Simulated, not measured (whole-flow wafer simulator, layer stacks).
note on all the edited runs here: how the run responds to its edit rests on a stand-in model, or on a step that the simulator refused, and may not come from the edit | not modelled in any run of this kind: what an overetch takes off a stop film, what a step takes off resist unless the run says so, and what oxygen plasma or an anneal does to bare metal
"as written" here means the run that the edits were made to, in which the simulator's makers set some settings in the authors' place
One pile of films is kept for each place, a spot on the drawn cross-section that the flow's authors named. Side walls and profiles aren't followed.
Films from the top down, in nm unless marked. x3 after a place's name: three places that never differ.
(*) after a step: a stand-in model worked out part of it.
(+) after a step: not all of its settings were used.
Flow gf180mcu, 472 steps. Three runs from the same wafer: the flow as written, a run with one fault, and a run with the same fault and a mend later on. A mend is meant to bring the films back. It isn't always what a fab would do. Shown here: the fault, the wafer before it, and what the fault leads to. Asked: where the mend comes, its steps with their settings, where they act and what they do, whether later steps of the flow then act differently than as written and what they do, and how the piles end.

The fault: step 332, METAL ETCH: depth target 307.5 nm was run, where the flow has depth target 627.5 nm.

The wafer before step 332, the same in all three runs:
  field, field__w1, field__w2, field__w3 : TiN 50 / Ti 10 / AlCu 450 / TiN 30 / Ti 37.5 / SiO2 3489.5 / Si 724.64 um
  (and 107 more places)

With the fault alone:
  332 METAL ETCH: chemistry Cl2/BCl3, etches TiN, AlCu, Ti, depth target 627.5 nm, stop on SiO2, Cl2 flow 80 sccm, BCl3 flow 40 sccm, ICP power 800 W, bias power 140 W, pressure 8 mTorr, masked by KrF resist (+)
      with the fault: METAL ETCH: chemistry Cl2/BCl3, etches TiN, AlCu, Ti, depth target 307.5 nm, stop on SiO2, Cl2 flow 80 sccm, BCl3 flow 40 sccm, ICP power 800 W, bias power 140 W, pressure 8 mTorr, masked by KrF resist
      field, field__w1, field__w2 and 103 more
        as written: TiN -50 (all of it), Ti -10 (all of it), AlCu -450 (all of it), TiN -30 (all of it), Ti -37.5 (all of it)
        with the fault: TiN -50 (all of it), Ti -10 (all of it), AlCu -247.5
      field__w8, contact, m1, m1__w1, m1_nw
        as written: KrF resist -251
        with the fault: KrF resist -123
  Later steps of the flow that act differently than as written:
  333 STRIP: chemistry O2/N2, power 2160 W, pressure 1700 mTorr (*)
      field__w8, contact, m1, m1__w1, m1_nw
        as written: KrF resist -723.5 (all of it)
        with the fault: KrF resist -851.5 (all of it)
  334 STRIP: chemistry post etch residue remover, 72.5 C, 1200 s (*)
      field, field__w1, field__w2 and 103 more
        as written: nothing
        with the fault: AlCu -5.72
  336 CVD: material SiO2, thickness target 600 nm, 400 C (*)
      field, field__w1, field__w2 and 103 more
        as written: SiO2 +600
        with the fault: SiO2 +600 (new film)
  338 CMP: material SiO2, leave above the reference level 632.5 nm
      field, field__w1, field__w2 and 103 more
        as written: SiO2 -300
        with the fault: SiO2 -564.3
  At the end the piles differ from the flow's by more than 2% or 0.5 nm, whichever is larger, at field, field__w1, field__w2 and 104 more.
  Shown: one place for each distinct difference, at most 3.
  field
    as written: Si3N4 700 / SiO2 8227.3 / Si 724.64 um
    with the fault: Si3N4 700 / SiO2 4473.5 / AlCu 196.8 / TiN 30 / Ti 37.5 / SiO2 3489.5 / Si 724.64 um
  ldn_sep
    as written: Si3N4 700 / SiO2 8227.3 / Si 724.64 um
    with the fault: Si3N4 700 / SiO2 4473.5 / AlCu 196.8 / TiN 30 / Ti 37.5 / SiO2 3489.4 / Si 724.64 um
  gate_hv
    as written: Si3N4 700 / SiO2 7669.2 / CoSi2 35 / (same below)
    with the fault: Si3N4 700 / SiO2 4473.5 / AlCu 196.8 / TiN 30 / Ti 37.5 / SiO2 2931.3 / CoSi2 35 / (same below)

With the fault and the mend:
  The mend comes after step 334.
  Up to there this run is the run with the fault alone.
  334a DEHYDRATE: 200 C, 60 s (the flow's step 325 once more)
      changes no film at any place that is followed
  334b HMDS: 120 C, 60 s (the flow's step 326 once more)
      changes no film at any place that is followed
  334c COAT: KrF resist, thickness 1000 nm (*) (the flow's step 327 once more)
      iso_ptap_pw, iso_ntap_nw, iso_nw_fld and 33 more
        KrF resist +1000 (new film)
      field__w5, field__w6, field__w9 and 15 more
        KrF resist +1002 (new film)
      field__w10, field_sub, field_sub__w1 and 12 more
        KrF resist +1002.1 (new film)
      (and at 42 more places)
  334d SOFTBAKE: KrF resist (the flow's step 328 once more)
      changes no film at any place that is followed
  334e EXPOSE: photomask Metal3 (the flow's step 329 once more)
      changes no film at any place that is followed
  334f PEB: KrF resist, 135 C, 90 s (the flow's step 330 once more)
      field__w1, field__w2, field__w3 and 58 more
        KrF resist -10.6
      iso_ptap_pw, iso_ntap_nw, iso_nw_fld and 33 more
        KrF resist -10.5
      sd_p, gate_p, nw_sep_fld, polyc_n
        KrF resist -10.7
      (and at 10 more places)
  334g DEVELOP: thickness 1000 nm, 60 s (the flow's step 331 once more)
      iso_ptap_pw, iso_ntap_nw, iso_nw_fld and 33 more
        KrF resist -989.5 (all of it)
      field__w6, field_sub__w2, field_sub__w4 and 14 more
        KrF resist -991.4 (all of it)
      field__w5, field__w9, field__w10 and 9 more
        KrF resist -991.5 (all of it)
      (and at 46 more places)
  334h METAL ETCH: chemistry Cl2/BCl3, etches TiN, AlCu, Ti, depth target 320 nm, stop on SiO2, Cl2 flow 80 sccm, BCl3 flow 40 sccm, ICP power 800 W, bias power 140 W, pressure 8 mTorr, masked by KrF resist (+) (the flow's step 332 once more, with other settings)
      field, field__w1, field__w2 and 103 more
        AlCu -196.8 (all of it), TiN -30 (all of it), Ti -37.5 (all of it)
      field__w8, contact, m1, m1__w1, m1_nw
        KrF resist -128
  334i STRIP: chemistry O2/N2, power 2160 W, pressure 1700 mTorr (*) (the flow's step 333 once more)
      field__w8
        KrF resist -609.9 (all of it)
      contact
        KrF resist -608.2 (all of it)
      m1
        KrF resist -609.8 (all of it)
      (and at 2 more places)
  334j STRIP: chemistry post etch residue remover, 72.5 C, 1200 s (*) (the flow's step 334 once more)
      field__w8, contact, m1, m1__w1, m1_nw
        TiN -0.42
  No later step of the flow acts differently than as written, at any place that is followed, by more than 2% or 0.5 nm, whichever is larger.
  At the end the piles differ from the flow's only slightly at the places that both follow, by at most 2% or 0.5 nm, whichever is larger.
